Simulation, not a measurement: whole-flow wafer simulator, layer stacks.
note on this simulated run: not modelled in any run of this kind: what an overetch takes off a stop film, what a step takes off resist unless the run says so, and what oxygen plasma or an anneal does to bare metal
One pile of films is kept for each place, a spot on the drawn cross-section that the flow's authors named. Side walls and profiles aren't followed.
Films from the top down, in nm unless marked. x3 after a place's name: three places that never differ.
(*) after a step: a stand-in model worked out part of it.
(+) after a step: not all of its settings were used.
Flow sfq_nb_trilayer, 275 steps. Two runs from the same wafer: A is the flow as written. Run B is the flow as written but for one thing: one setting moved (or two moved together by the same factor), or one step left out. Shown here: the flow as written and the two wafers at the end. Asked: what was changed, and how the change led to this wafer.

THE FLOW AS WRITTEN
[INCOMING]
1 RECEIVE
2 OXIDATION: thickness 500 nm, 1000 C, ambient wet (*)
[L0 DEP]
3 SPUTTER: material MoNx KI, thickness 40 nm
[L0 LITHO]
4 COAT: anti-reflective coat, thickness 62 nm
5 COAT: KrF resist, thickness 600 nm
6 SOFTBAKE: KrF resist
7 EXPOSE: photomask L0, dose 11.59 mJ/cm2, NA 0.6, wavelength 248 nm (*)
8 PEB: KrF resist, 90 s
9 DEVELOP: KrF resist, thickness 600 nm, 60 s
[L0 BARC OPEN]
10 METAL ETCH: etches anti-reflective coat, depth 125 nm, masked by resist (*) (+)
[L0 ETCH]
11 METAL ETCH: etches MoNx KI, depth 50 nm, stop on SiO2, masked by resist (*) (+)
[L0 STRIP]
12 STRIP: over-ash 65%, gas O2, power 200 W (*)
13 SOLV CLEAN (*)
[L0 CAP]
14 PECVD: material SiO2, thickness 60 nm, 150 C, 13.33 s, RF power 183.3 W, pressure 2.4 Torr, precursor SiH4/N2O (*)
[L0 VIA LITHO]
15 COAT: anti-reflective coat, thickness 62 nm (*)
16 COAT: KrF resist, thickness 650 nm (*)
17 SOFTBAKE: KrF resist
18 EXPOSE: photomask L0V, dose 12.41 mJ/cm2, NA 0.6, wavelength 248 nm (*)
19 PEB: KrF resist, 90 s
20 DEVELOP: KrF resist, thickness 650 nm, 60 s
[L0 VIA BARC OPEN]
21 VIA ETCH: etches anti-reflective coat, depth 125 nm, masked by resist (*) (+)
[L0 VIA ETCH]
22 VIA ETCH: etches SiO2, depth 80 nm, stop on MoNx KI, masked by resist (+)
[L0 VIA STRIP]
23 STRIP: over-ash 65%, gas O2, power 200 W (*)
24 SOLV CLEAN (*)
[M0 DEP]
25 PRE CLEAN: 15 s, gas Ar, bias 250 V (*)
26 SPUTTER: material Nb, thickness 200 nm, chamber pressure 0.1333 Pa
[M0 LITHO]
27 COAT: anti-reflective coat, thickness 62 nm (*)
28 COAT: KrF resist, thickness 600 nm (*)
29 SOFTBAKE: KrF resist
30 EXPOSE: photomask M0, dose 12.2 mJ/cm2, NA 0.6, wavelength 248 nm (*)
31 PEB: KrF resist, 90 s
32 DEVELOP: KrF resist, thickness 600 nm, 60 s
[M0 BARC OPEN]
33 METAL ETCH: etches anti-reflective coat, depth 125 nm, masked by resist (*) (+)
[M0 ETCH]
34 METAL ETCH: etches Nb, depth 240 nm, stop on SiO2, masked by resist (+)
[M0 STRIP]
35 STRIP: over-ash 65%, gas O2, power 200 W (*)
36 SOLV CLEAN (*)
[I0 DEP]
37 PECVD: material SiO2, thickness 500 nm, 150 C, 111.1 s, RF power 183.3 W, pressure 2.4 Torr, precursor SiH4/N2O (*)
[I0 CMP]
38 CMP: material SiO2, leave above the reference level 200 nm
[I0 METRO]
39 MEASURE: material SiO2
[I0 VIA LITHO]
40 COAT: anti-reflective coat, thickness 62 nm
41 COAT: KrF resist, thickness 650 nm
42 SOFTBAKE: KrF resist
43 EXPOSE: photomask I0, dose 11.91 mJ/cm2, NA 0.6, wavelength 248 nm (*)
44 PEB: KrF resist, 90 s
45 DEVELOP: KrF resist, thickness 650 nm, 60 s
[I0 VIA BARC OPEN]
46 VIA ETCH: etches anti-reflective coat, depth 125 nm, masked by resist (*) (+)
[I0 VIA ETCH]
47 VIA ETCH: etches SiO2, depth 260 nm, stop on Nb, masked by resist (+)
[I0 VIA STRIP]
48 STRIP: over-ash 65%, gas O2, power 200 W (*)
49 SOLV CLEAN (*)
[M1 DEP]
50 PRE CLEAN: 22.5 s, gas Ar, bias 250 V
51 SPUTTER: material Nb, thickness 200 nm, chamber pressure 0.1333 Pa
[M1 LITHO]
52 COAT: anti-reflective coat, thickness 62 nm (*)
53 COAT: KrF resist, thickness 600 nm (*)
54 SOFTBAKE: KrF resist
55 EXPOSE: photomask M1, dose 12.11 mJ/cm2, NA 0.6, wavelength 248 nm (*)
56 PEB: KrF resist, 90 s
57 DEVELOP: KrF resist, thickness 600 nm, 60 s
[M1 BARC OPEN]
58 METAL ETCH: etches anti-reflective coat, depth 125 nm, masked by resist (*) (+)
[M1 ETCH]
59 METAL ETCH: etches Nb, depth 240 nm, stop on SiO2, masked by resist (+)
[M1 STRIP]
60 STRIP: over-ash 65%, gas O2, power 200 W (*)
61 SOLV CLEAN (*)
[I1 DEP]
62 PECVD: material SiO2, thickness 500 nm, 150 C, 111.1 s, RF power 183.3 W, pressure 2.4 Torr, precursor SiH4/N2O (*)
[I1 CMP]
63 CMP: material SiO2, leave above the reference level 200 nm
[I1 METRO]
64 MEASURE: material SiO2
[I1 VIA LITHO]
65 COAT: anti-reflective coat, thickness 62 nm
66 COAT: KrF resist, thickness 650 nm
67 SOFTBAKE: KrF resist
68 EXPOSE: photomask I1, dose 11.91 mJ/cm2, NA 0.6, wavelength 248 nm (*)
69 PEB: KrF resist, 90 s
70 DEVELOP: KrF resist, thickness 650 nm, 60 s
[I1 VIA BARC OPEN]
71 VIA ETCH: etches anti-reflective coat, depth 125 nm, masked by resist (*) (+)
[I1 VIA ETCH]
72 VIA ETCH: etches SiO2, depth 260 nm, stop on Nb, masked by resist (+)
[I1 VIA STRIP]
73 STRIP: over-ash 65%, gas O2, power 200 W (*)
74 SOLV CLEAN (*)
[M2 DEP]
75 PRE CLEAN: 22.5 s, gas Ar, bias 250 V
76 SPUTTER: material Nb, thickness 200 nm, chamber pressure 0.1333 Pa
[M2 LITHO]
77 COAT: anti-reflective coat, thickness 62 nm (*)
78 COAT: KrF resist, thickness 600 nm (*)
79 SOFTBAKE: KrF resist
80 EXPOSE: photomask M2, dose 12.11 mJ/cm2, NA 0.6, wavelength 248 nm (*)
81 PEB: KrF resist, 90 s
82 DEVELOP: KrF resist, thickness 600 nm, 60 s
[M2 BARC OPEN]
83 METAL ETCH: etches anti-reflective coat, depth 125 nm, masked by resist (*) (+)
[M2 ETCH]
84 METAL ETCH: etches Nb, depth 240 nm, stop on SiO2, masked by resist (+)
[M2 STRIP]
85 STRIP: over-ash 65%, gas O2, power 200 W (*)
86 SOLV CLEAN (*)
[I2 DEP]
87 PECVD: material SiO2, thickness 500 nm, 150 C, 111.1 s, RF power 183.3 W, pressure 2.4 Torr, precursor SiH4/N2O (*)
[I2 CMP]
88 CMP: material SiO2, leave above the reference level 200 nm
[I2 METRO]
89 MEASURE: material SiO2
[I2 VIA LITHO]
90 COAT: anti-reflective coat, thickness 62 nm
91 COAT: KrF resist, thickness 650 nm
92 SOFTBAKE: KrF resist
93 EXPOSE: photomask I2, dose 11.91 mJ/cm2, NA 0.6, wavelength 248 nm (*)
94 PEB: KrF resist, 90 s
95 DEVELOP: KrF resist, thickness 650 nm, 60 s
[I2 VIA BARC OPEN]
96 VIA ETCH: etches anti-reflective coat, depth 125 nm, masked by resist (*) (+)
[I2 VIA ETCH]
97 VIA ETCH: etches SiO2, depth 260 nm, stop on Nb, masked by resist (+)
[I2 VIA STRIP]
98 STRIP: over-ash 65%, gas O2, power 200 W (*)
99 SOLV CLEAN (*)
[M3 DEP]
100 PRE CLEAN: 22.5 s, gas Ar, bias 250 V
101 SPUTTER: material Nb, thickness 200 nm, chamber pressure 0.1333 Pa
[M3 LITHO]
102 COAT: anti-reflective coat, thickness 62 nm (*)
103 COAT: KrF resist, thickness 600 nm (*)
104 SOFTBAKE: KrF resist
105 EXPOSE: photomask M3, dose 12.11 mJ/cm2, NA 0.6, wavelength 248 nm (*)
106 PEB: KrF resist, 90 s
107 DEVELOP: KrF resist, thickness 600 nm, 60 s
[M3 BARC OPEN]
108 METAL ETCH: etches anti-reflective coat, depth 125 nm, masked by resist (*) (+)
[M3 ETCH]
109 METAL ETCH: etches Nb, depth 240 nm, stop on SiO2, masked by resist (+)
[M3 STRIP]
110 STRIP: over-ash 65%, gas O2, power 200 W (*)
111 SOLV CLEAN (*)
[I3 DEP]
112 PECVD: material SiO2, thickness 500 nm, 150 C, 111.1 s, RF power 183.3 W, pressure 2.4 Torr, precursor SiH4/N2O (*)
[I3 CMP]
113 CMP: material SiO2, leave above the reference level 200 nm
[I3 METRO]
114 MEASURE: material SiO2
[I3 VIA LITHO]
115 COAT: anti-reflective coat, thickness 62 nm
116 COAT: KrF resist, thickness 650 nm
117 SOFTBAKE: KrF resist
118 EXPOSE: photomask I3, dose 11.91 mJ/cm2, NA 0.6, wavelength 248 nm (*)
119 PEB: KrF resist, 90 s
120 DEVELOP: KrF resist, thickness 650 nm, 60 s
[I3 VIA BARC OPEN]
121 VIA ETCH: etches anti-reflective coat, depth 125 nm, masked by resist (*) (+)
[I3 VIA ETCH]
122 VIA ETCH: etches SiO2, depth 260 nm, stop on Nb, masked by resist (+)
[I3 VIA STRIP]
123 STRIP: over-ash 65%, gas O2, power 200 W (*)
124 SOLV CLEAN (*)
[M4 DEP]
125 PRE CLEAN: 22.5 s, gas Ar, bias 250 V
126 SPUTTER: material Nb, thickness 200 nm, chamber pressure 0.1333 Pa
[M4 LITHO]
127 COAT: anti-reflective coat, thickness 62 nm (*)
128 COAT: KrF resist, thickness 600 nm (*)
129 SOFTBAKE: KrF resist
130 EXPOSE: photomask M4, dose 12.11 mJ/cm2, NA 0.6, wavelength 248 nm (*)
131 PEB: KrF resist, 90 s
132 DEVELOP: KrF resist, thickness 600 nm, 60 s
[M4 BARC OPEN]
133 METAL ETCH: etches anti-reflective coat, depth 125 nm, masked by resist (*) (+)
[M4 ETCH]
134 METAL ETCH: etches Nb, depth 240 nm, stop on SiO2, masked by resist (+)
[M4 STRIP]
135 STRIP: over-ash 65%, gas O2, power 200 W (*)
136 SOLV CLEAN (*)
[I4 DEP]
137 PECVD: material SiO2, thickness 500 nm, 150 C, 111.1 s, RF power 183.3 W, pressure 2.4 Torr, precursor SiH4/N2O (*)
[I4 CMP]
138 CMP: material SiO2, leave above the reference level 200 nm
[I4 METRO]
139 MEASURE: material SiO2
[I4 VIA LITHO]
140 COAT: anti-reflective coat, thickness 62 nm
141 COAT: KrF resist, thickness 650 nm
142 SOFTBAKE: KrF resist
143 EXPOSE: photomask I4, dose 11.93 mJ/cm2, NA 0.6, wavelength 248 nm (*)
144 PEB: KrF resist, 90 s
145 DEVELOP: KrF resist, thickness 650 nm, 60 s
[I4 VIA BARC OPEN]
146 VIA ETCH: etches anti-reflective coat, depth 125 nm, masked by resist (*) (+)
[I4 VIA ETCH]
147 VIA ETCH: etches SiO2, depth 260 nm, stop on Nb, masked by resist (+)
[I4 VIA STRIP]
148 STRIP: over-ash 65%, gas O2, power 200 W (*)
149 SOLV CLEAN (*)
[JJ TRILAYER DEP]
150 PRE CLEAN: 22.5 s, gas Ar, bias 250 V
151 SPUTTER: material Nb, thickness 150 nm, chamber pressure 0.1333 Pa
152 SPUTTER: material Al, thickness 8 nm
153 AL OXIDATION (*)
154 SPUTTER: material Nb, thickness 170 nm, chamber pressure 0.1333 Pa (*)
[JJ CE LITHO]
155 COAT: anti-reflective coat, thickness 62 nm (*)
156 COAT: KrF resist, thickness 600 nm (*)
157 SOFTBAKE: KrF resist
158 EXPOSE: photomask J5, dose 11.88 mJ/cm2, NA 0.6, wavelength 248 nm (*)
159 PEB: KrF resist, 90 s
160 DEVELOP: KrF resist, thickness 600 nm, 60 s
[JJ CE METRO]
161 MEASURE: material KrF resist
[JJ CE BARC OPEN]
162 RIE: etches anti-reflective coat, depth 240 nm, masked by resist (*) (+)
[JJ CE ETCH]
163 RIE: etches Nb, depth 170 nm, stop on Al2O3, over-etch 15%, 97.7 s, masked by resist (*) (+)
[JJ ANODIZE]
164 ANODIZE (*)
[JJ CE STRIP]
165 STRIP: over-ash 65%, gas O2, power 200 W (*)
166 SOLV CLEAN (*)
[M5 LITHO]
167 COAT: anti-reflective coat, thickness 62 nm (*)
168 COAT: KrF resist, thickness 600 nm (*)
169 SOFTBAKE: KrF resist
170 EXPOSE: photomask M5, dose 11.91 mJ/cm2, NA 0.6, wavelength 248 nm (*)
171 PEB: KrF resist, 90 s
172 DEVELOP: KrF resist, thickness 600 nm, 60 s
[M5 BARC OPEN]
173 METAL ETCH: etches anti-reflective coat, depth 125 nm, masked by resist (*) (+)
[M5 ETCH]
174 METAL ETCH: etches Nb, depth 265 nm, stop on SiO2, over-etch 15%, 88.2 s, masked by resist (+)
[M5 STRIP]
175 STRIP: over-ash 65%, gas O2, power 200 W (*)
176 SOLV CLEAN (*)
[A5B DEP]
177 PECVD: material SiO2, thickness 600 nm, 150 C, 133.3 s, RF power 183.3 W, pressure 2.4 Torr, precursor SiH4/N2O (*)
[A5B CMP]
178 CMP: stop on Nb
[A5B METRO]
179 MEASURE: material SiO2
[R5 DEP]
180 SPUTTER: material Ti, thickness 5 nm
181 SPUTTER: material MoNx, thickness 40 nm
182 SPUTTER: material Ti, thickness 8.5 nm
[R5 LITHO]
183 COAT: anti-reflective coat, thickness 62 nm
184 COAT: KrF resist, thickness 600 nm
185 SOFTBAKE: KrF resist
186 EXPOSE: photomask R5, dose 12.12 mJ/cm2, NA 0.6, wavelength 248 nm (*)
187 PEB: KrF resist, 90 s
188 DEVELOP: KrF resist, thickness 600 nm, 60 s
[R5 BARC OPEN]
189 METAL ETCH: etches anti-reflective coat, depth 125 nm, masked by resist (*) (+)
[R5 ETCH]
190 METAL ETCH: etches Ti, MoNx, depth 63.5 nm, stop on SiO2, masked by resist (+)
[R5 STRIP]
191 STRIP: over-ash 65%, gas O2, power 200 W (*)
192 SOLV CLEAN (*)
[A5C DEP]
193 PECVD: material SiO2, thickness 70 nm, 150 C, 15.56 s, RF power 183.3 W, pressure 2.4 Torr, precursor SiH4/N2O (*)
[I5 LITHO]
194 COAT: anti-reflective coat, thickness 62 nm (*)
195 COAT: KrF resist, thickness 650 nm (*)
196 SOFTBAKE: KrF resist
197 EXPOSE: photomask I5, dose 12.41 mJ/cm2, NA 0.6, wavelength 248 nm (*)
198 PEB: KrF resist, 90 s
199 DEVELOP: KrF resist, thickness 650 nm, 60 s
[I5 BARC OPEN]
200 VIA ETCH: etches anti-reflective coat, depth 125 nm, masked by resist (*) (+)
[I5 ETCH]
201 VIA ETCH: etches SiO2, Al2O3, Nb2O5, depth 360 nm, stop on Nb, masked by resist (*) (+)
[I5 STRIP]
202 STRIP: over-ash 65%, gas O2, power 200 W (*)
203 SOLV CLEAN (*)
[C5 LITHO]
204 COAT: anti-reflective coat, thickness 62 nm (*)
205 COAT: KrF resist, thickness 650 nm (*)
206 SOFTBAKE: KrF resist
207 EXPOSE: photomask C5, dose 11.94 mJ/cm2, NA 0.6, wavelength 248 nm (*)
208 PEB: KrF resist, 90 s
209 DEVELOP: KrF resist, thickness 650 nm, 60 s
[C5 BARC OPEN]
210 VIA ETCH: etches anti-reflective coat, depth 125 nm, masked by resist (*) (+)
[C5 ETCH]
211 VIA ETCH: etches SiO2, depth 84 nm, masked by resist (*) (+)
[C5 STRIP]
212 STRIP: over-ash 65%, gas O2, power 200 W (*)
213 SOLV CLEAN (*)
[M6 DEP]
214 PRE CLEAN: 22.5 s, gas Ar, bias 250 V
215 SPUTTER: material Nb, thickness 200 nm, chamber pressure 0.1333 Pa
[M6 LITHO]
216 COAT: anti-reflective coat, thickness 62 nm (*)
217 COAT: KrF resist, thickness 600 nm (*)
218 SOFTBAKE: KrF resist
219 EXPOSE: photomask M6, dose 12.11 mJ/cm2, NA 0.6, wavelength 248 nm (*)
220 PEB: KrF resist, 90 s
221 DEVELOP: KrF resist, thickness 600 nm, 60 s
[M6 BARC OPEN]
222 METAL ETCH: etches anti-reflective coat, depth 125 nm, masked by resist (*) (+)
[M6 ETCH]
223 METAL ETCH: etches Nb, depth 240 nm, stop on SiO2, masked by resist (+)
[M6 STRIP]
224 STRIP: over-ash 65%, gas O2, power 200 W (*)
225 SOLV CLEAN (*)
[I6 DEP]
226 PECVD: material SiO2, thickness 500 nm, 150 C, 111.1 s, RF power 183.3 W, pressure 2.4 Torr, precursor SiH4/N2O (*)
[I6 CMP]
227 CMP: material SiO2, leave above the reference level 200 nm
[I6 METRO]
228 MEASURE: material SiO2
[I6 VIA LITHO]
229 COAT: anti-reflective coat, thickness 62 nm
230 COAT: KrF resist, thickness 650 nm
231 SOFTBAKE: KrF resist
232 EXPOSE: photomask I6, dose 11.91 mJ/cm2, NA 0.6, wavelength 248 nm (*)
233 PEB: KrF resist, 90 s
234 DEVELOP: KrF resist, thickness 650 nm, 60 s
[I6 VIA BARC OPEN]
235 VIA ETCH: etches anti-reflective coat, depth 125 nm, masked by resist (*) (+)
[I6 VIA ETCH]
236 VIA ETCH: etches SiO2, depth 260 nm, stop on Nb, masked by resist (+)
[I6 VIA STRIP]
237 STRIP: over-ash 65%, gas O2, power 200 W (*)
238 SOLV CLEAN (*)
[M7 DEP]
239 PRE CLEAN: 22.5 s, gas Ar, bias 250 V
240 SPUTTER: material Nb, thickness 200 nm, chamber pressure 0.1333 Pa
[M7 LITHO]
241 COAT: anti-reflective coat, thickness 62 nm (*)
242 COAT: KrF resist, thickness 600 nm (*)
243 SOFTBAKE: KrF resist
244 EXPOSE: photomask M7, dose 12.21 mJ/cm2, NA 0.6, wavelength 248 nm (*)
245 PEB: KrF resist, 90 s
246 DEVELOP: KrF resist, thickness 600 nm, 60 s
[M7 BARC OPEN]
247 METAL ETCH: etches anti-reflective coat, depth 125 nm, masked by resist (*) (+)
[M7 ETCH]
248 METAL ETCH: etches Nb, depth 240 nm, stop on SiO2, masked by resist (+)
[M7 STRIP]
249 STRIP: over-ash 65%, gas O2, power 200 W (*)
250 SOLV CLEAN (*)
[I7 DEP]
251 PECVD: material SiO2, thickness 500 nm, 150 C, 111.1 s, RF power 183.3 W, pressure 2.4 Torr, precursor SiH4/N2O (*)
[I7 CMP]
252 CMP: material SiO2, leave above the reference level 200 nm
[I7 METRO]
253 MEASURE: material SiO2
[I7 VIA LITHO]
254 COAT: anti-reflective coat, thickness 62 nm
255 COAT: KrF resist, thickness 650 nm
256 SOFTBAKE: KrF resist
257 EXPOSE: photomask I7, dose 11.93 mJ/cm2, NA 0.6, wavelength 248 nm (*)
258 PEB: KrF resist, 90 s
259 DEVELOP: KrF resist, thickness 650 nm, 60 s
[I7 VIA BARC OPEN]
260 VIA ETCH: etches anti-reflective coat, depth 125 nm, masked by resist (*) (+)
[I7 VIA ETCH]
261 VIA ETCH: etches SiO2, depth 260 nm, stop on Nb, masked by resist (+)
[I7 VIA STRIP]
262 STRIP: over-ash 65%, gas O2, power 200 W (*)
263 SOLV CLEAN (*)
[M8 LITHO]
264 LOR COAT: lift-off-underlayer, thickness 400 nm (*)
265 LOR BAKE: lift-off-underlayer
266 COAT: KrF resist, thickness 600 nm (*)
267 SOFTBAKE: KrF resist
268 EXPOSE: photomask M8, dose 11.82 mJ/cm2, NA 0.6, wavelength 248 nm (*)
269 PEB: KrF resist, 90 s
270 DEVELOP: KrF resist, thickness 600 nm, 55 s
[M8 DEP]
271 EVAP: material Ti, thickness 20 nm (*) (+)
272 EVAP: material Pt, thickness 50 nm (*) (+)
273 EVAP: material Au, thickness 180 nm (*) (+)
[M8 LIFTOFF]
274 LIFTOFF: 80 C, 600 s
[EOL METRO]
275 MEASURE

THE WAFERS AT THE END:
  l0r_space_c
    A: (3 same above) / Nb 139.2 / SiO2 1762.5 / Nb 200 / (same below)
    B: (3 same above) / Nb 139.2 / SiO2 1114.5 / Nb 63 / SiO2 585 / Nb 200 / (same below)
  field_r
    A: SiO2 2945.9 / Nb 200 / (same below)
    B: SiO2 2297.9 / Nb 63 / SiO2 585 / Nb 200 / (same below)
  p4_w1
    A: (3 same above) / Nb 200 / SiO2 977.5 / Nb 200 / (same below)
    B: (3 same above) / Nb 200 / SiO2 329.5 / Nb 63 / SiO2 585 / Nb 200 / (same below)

The cause: step 84, METAL ETCH: depth 137 nm was run, where the flow has depth 240 nm.

How the change led to this, step by step:
  84 METAL ETCH: etches Nb, depth 240 nm, stop on SiO2, masked by resist (+)
      field_l, be, be_sur and 81 more: A Nb -200 (all of it) | B Nb -137
      v_sur, via_wl, via_w and 19 more: A KrF resist -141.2 | B KrF resist -80.6
  85 STRIP: over-ash 65%, gas O2, power 200 W (*)
      wl_j_sl, wl_jj, wl_j_sr and 12 more: A KrF resist -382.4 (all of it), anti-reflective coat -62 (all of it) | B KrF resist -443 (all of it), anti-reflective coat -62 (all of it)
      v_sur: A KrF resist -380 (all of it), anti-reflective coat -61.4 (all of it) | B KrF resist -440.6 (all of it), anti-reflective coat -61.4 (all of it)
      (and at 6 more places)
  87 PECVD: material SiO2, thickness 500 nm, 150 C, 111.1 s, RF power 183.3 W, pressure 2.4 Torr, precursor SiH4/N2O (*)
      field_l, be, be_sur and 81 more: A SiO2 +500 | B SiO2 +500 (new film)
  88 CMP: material SiO2, leave above the reference level 200 nm
      field_l, be, be_sur and 81 more: A SiO2 -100 | B SiO2 -163
Counting metal films that touch as one body, l0r_space_c has 3 bodies (between them, from the top down: SiO2 1114.5; SiO2 585); the flow as written gives 2 bodies (between them, from the top down: SiO2 1762.5).
Counting metal films that touch as one body, field_r has 2 bodies (between them, from the top down: SiO2 585); the flow as written gives 1 body.
Counting metal films that touch as one body, p4_w1 has 4 bodies (between them, from the top down: SiO2 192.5; SiO2 329.5; SiO2 585); the flow as written gives 3 bodies (between them, from the top down: SiO2 192.5; SiO2 977.5).
